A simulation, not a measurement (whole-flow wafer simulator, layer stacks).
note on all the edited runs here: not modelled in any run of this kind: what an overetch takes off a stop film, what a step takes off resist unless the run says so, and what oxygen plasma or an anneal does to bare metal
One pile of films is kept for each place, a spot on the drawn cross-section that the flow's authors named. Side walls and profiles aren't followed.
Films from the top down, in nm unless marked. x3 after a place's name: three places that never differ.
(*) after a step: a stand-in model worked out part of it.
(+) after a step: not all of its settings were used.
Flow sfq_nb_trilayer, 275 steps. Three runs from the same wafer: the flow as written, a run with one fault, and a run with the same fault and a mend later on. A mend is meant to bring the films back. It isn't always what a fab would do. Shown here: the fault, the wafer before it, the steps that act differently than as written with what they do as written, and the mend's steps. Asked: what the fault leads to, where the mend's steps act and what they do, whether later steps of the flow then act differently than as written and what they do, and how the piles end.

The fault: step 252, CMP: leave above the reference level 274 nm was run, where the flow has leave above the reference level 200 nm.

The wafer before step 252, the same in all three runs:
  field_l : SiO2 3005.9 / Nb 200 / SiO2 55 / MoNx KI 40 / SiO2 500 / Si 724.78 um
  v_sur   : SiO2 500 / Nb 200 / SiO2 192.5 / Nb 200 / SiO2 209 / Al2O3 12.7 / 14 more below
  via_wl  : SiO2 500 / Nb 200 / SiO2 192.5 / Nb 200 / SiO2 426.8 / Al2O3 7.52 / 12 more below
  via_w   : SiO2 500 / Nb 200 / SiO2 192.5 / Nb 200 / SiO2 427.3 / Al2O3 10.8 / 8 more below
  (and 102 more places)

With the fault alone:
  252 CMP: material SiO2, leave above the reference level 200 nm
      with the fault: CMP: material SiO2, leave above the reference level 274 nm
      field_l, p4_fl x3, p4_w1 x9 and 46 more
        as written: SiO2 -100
        with the fault: SiO2 -26
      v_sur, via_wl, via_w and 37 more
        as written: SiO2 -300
        with the fault: SiO2 -226
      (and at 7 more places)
  Later steps of the flow that act differently than as written (4 more steps differ only slightly, by at most 2% or 0.5 nm, whichever is larger, and aren't shown):
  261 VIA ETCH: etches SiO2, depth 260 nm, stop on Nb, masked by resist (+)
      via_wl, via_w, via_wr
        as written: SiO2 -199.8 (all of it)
        with the fault: SiO2 -260
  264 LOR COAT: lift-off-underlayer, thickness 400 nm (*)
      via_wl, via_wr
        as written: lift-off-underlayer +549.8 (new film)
        with the fault: lift-off-underlayer +594.8 (new film)
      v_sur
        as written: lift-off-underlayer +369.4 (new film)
        with the fault: lift-off-underlayer +360.2 (new film)
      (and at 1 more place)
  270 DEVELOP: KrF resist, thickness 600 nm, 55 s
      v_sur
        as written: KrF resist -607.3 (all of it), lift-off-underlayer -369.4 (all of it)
        with the fault: KrF resist -609.9 (all of it), lift-off-underlayer -360.2 (all of it)
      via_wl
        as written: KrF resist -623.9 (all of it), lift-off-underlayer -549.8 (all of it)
        with the fault: KrF resist -631.4 (all of it), lift-off-underlayer -594.8 (all of it)
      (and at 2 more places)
  At the end the piles differ from the flow's by more than 2% or 0.5 nm, whichever is larger, at field_l, v_sur, via_wl and 103 more.
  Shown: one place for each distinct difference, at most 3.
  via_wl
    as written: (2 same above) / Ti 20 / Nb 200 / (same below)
    with the fault: (2 same above) / Ti 20 / SiO2 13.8 / Nb 200 / (same below)
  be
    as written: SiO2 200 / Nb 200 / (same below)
    with the fault: SiO2 274 / Nb 200 / (same below)
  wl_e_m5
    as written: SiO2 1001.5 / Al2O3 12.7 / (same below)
    with the fault: SiO2 1075.5 / Al2O3 12.7 / (same below)

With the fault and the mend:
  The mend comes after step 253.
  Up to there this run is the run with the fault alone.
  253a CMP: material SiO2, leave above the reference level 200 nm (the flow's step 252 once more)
      field_l, v_sur, via_wl and 103 more
        SiO2 -74
  No later step of the flow acts differently than as written at any place that is followed.
  At the end the piles are the same as the flow's at every place that both follow.
